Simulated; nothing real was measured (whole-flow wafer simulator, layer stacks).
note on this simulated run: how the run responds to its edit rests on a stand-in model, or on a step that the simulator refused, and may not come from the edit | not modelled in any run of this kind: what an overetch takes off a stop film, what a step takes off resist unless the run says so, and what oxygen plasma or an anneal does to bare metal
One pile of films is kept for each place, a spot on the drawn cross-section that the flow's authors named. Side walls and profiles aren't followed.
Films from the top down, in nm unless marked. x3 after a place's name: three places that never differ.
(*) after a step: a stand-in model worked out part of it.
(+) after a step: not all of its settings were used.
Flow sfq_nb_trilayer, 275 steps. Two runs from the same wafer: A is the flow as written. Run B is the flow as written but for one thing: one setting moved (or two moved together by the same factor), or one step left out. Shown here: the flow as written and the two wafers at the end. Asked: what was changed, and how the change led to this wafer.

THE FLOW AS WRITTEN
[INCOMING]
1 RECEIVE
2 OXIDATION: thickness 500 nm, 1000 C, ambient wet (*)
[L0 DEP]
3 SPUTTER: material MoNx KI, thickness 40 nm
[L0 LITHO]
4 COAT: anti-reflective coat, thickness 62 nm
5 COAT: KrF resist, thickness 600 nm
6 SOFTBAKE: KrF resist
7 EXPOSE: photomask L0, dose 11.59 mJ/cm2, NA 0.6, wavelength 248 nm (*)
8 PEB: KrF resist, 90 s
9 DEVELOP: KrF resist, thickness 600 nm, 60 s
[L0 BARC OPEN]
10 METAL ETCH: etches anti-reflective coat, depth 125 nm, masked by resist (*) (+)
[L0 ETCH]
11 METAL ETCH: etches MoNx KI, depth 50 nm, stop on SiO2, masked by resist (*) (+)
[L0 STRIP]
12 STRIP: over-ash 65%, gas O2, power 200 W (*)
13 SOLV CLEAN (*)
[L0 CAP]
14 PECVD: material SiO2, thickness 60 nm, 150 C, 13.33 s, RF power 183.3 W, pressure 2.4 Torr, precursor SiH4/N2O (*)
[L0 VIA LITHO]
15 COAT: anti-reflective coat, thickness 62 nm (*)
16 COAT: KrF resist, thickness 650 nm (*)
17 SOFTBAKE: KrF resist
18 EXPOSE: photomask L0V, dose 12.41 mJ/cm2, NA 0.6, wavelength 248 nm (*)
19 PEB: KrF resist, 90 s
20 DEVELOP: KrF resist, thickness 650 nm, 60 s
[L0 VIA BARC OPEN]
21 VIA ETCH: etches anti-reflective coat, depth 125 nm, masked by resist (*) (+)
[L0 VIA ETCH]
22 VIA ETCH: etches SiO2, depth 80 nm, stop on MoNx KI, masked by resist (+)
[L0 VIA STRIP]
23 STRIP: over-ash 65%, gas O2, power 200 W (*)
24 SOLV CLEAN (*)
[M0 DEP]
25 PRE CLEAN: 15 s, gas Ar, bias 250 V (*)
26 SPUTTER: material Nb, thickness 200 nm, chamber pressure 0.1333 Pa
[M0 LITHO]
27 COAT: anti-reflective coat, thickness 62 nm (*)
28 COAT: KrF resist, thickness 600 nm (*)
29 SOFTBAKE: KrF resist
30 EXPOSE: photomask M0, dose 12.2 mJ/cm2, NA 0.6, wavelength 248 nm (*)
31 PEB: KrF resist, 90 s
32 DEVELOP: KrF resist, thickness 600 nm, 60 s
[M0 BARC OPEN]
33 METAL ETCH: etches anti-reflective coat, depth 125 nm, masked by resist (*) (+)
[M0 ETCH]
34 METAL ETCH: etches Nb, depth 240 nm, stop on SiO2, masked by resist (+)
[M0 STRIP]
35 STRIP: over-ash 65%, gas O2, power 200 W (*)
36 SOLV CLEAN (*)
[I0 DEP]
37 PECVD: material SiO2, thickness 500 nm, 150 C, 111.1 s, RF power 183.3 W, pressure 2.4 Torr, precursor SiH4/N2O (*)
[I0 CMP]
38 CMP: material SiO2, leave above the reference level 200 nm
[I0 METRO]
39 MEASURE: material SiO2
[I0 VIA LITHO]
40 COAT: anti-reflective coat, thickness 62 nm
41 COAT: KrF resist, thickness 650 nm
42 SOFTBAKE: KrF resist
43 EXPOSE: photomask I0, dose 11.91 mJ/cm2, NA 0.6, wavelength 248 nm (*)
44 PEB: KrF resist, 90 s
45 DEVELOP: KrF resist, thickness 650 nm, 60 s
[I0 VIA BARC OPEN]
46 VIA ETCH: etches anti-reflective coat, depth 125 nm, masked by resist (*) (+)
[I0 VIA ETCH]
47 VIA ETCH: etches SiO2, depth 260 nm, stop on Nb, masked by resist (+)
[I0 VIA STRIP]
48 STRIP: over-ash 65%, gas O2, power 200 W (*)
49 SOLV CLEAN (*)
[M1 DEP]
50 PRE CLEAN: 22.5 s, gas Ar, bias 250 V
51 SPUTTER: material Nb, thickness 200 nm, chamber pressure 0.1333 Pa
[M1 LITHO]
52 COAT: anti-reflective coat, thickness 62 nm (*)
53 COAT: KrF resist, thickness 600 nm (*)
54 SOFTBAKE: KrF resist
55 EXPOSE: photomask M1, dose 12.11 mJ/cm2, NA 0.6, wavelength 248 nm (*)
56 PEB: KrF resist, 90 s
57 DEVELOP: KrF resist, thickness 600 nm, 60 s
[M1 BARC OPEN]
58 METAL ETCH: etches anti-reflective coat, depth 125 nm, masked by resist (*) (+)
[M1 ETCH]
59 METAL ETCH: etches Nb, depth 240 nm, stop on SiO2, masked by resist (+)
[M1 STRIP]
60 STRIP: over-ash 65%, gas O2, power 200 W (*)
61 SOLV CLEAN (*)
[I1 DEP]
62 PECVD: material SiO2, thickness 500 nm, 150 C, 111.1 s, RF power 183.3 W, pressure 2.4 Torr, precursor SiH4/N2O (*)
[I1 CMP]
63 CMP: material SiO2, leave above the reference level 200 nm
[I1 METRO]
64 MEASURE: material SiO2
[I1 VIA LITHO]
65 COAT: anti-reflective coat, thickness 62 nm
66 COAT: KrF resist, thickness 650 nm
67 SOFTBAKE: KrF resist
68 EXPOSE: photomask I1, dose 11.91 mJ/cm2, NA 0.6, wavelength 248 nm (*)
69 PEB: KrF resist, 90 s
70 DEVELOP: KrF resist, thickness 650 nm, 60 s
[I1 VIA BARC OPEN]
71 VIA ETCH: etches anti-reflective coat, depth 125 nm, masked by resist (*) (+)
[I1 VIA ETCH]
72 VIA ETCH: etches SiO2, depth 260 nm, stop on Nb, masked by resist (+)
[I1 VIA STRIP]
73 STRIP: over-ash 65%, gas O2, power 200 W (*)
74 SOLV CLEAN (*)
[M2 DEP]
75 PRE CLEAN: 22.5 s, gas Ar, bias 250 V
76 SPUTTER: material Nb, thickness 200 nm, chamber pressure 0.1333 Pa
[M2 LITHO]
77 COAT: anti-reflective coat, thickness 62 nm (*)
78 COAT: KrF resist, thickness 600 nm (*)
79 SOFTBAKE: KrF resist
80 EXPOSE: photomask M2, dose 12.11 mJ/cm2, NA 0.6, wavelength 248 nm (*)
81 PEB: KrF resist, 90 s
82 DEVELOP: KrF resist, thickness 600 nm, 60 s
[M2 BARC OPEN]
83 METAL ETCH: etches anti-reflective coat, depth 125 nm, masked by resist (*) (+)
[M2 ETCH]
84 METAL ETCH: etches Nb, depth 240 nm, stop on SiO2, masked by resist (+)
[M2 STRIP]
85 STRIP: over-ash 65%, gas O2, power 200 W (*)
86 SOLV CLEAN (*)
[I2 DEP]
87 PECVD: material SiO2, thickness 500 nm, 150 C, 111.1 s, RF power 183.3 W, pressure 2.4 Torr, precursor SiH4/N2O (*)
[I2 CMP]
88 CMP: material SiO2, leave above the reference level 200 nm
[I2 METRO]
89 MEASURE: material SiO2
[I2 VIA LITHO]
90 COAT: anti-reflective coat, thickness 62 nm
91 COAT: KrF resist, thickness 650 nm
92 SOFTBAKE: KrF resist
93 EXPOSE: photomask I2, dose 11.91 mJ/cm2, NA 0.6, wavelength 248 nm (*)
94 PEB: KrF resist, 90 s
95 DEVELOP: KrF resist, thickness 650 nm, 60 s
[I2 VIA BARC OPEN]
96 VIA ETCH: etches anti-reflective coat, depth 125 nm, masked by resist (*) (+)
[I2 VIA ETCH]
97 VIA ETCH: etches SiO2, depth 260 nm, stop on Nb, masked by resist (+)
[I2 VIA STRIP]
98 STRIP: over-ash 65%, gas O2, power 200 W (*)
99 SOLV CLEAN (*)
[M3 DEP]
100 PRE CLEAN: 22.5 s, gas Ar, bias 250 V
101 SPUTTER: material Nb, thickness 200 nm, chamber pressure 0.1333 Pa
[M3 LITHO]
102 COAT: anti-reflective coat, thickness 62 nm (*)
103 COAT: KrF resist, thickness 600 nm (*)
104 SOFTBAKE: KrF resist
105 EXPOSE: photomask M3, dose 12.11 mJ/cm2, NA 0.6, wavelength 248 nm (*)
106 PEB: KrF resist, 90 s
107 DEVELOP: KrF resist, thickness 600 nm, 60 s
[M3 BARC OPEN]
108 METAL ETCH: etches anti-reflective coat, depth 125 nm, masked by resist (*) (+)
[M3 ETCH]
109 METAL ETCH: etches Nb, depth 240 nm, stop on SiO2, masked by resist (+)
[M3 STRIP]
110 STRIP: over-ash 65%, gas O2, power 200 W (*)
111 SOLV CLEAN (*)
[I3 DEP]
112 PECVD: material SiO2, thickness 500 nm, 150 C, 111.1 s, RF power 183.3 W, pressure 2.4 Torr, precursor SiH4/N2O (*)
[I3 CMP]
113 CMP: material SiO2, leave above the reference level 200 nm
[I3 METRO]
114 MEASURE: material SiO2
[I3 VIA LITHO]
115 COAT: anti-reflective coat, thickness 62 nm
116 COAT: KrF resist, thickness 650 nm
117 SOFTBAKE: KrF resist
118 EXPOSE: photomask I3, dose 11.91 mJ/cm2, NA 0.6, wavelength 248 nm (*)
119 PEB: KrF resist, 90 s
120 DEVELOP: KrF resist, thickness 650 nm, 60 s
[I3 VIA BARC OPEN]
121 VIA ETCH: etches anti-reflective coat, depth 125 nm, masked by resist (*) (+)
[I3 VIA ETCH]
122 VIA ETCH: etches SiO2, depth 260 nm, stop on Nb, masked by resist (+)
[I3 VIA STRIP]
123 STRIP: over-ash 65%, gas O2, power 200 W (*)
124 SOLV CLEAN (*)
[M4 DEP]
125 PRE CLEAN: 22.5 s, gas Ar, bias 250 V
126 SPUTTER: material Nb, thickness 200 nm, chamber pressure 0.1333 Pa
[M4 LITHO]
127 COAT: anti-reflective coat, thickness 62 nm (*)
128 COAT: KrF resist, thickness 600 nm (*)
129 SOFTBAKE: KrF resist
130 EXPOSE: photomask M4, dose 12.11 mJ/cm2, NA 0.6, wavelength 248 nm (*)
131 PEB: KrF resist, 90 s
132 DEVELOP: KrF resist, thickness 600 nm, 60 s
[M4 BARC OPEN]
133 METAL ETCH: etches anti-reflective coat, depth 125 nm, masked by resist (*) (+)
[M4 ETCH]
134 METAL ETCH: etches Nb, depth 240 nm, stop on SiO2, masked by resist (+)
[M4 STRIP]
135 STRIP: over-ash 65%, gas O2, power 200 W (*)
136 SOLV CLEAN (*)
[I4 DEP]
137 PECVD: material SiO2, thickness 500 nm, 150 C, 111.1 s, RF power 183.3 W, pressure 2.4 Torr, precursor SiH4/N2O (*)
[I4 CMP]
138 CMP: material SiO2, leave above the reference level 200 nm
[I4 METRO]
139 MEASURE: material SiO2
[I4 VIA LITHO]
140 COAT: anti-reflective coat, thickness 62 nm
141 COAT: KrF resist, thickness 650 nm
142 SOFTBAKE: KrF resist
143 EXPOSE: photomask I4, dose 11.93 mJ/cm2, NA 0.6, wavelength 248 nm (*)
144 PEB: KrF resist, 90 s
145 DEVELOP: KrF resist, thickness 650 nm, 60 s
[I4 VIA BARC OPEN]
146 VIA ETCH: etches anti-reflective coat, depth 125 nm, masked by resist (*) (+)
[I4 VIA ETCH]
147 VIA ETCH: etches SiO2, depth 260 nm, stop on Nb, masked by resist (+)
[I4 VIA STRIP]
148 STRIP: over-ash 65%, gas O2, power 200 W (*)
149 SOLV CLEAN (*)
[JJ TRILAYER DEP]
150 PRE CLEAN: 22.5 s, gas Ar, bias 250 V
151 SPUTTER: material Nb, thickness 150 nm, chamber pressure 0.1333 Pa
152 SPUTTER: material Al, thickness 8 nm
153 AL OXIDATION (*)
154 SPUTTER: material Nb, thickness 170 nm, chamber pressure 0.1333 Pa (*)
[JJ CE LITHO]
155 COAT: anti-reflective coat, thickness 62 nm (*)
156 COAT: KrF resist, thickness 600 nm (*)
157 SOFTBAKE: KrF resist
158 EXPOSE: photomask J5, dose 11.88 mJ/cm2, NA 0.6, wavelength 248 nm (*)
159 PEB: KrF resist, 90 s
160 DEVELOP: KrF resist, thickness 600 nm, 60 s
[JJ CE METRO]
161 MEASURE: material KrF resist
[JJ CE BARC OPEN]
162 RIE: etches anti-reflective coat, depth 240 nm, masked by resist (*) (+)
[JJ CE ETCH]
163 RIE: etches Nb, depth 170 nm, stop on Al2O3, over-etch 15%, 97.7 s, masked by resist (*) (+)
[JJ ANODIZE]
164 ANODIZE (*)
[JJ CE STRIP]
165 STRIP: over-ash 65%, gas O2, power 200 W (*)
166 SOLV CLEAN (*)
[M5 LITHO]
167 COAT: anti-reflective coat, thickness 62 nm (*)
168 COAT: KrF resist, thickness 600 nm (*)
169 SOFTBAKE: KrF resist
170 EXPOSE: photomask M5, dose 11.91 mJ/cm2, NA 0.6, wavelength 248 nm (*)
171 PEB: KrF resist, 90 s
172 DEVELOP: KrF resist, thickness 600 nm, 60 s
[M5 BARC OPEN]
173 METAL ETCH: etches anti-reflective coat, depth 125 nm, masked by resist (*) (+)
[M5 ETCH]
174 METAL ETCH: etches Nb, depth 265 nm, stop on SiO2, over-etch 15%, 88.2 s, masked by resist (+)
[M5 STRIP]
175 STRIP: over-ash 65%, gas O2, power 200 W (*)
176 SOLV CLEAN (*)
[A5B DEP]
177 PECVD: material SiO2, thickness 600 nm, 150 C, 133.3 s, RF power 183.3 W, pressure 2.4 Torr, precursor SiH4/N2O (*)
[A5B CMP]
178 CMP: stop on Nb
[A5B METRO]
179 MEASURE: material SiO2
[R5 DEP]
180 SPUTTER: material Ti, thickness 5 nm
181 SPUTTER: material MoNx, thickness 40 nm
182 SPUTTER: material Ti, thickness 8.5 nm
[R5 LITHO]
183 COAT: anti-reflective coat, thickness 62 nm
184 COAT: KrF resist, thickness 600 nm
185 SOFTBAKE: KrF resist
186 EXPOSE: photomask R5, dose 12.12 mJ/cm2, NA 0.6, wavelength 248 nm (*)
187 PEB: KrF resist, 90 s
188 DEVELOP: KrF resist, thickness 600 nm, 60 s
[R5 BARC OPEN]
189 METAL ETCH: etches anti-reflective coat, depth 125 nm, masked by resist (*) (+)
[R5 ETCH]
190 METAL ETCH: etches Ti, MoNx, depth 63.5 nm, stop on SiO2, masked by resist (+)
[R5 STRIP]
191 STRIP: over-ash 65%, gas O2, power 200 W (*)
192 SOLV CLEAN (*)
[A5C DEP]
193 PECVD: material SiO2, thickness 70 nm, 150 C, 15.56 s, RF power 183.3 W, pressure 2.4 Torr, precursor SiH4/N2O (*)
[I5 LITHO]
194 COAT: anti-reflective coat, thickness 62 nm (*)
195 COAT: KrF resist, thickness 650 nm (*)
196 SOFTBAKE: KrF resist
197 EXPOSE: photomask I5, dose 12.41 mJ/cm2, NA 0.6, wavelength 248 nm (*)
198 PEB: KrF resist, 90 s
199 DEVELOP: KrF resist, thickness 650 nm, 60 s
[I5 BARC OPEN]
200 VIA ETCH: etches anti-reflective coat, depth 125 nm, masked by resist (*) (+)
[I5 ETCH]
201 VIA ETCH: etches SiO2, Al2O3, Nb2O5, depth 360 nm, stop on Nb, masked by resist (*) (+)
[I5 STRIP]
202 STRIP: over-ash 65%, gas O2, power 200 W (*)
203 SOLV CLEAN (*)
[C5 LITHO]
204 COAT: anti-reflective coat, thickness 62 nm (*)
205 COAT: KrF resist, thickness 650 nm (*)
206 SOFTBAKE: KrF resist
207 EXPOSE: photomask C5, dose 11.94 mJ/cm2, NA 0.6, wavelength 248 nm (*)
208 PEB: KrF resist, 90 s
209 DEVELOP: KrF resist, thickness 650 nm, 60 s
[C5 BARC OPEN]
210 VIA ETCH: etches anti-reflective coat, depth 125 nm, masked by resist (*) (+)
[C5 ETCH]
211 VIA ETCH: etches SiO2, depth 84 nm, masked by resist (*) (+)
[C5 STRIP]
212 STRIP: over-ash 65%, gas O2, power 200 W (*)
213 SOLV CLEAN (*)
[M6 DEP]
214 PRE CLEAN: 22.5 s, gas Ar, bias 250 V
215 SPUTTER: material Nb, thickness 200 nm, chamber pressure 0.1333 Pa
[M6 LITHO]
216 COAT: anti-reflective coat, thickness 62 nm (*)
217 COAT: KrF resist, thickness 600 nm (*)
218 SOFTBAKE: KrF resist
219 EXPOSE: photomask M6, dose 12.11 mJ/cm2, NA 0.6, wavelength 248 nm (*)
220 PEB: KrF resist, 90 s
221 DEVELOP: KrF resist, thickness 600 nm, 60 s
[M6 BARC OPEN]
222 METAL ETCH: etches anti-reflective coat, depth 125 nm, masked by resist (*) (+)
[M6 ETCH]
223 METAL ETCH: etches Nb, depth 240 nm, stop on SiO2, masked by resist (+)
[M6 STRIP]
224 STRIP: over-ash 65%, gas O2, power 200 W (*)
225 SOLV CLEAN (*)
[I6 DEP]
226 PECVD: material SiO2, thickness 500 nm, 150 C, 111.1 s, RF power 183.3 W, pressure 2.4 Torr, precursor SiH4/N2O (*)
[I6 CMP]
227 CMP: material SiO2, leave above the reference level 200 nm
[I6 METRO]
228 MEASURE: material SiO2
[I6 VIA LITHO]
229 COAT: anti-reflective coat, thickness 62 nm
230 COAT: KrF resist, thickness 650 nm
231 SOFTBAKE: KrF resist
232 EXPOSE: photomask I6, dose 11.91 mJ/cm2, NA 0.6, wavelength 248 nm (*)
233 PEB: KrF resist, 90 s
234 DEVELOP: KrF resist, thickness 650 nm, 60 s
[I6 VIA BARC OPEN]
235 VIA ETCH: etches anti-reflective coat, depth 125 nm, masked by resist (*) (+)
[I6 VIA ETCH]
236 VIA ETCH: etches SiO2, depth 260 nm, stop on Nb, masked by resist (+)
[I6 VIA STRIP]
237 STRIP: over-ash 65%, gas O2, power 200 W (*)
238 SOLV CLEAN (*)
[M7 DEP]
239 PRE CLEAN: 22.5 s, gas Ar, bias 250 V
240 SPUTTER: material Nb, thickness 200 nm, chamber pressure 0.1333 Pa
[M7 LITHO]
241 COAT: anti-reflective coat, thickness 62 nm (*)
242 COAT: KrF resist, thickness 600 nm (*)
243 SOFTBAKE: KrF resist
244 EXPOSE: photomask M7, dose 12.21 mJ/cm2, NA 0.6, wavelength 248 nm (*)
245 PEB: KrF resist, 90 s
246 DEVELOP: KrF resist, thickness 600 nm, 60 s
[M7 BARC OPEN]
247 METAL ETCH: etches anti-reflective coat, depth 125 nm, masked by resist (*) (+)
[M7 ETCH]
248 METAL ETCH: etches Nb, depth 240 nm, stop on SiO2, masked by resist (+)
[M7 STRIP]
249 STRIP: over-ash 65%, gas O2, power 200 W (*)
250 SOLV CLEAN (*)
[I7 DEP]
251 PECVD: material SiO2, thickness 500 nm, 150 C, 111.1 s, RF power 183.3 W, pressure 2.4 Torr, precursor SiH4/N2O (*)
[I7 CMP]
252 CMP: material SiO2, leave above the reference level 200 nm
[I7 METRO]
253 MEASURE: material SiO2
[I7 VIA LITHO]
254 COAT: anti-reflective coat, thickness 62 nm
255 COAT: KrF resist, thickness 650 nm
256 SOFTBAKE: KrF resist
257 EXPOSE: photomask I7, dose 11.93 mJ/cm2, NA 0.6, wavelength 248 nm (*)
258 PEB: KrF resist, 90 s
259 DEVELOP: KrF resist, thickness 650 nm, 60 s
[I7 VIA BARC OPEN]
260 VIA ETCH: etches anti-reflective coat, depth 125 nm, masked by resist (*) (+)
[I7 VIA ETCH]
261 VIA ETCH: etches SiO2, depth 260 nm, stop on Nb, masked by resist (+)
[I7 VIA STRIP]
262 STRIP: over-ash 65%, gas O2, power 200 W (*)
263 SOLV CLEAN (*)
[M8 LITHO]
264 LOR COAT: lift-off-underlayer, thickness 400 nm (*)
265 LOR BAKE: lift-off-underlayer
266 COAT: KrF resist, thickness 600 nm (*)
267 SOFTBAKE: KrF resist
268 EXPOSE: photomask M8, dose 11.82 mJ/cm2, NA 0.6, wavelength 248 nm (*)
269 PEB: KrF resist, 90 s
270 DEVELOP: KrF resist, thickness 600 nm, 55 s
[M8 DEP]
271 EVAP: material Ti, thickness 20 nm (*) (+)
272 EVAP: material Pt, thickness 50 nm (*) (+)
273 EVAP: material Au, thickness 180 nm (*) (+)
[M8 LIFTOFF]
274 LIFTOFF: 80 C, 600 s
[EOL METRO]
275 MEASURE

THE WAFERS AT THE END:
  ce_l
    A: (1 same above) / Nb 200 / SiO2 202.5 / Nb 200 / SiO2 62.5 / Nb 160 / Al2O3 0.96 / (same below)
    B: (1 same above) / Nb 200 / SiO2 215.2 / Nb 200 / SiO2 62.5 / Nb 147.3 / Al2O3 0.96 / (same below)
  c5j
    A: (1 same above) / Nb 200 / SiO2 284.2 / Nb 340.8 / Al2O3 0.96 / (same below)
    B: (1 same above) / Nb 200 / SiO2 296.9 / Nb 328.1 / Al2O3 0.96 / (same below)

The cause: step 190, METAL ETCH: depth 76.2 nm was run, where the flow has depth 63.5 nm.

How the change led to this, step by step:
  190 METAL ETCH: etches Ti, MoNx, depth 63.5 nm, stop on SiO2, masked by resist (+)
      be_r, r_sur, res, r_end, r5r_line_l, r5r_line_c, r5r_line_r: A KrF resist -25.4 | B KrF resist -30.5
      ce_l, c5j, ce_r, wl_jj: A Ti -8.5 (all of it), MoNx -40 (all of it), Ti -5 (all of it), Nb -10 | B Ti -8.5 (all of it), MoNx -40 (all of it), Ti -5 (all of it), Nb -22.7
  194 COAT: anti-reflective coat, thickness 62 nm (*)
      wl_j_sl, wl_j_sr: A anti-reflective coat +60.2 (new film) | B anti-reflective coat +58.1 (new film)
      jj_sur: A anti-reflective coat +60.8 (new film) | B anti-reflective coat +58.6 (new film)
      (and at 5 more places)
  202 STRIP: over-ash 65%, gas O2, power 200 W (*)
      wl_j_sl, wl_j_sr: A KrF resist -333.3 (all of it), anti-reflective coat -60.2 (all of it) | B KrF resist -333.4 (all of it), anti-reflective coat -58.1 (all of it)
      jj_sur: A KrF resist -337.2 (all of it), anti-reflective coat -60.8 (all of it) | B KrF resist -337.5 (all of it), anti-reflective coat -58.6 (all of it)
      (and at 5 more places)
  204 COAT: anti-reflective coat, thickness 62 nm (*)
      wl_j_sl, wl_j_sr: A anti-reflective coat +60.2 (new film) | B anti-reflective coat +58.1 (new film)
      jj_sur: A anti-reflective coat +59.5 (new film) | B anti-reflective coat +57.4 (new film)
      (and at 5 more places)
  210 VIA ETCH: etches anti-reflective coat, depth 125 nm, masked by resist (*) (+)
      c5j: A anti-reflective coat -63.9 (all of it), SiO2 -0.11 | B anti-reflective coat -67.4 (all of it), SiO2 -0.09
  212 STRIP: over-ash 65%, gas O2, power 200 W (*)
      wl_j_sl, wl_j_sr: A KrF resist -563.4 (all of it), anti-reflective coat -60.2 (all of it) | B KrF resist -563.5 (all of it), anti-reflective coat -58.1 (all of it)
      jj_sur: A KrF resist -562 (all of it), anti-reflective coat -59.5 (all of it) | B KrF resist -562.2 (all of it), anti-reflective coat -57.4 (all of it)
      (and at 4 more places)
  216 COAT: anti-reflective coat, thickness 62 nm (*)
      wl_j_sl, wl_j_sr: A anti-reflective coat +60.2 (new film) | B anti-reflective coat +58.1 (new film)
      jj_sur: A anti-reflective coat +56.1 (new film) | B anti-reflective coat +53.9 (new film)
      (and at 5 more places)
  224 STRIP: over-ash 65%, gas O2, power 200 W (*)
      wl_j_sl, wl_j_sr: A KrF resist -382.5 (all of it), anti-reflective coat -60.2 (all of it) | B KrF resist -382.4 (all of it), anti-reflective coat -58.1 (all of it)
      jj_sur: A KrF resist -378.5 (all of it), anti-reflective coat -56.1 (all of it) | B KrF resist -378.6 (all of it), anti-reflective coat -53.9 (all of it)
      (and at 5 more places)
  227 CMP: material SiO2, leave above the reference level 200 nm
      ce_l, ce_r, wl_jj: A SiO2 -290 | B SiO2 -277.3
      c5j: A SiO2 -223 | B SiO2 -210.3
